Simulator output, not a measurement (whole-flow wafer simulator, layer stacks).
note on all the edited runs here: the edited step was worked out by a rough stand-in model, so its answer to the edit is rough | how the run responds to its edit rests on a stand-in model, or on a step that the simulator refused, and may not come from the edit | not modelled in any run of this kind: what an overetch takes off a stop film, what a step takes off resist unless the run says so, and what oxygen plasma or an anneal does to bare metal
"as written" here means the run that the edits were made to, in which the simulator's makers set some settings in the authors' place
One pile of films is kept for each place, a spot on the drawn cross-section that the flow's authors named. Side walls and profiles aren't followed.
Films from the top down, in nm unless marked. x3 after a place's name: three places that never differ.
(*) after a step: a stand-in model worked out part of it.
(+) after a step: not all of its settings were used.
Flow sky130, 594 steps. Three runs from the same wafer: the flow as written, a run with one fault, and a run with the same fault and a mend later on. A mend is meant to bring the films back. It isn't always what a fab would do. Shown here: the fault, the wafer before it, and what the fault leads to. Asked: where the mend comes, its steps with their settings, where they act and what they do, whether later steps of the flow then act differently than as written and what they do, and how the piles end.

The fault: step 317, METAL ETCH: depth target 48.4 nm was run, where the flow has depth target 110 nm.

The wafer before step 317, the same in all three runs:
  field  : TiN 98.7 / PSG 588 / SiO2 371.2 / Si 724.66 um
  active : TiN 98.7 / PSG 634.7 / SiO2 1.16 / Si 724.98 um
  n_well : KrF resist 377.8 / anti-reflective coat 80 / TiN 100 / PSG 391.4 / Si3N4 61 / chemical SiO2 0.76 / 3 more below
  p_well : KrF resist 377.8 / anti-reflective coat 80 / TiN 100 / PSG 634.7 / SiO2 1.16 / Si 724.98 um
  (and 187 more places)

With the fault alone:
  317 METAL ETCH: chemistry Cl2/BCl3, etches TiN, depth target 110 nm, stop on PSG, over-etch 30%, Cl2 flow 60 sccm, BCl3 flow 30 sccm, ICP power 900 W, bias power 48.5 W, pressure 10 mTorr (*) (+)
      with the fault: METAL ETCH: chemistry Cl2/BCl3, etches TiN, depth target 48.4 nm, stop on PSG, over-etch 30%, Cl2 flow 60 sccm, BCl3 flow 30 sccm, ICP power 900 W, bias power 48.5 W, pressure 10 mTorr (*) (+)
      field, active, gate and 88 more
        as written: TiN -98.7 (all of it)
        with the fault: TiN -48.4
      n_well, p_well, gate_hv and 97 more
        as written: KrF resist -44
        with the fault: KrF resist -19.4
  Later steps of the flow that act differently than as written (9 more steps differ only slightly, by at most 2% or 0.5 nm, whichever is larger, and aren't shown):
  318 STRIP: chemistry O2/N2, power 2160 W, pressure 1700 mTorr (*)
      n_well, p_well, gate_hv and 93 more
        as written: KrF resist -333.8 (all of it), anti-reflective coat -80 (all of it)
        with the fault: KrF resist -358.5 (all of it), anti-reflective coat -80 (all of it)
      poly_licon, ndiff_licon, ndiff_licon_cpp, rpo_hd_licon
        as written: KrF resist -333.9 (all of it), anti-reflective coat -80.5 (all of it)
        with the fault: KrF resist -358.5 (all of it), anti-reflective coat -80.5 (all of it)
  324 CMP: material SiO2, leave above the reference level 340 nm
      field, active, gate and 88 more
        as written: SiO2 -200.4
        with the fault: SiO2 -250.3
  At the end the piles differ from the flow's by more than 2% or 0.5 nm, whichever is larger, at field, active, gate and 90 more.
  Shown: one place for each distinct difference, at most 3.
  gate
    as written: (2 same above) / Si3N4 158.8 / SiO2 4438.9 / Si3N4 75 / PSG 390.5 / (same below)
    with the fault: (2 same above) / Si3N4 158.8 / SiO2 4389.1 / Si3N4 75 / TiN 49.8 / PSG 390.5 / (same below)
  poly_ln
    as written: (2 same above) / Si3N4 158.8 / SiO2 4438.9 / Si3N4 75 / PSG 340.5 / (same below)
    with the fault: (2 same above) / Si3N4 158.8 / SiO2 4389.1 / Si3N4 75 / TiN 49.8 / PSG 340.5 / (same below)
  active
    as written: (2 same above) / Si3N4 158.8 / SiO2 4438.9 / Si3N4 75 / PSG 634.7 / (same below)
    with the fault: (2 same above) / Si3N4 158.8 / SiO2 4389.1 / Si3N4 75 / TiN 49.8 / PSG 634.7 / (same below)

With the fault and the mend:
  The mend comes after step 317.
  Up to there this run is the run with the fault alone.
  317a METAL ETCH: chemistry Cl2/BCl3, etches TiN, depth target 61.6 nm, stop on PSG, over-etch 30%, Cl2 flow 60 sccm, BCl3 flow 30 sccm, ICP power 900 W, bias power 48.5 W, pressure 10 mTorr (*) (+) (the flow's step 317 once more, with other settings)
      n_well, p_well, gate_hv and 97 more
        KrF resist -24.6
      field, active, gate and 88 more
        TiN -50.3 (all of it)
  No later step of the flow acts differently than as written at any place that is followed.
  At the end the piles are the same as the flow's at every place that both follow.
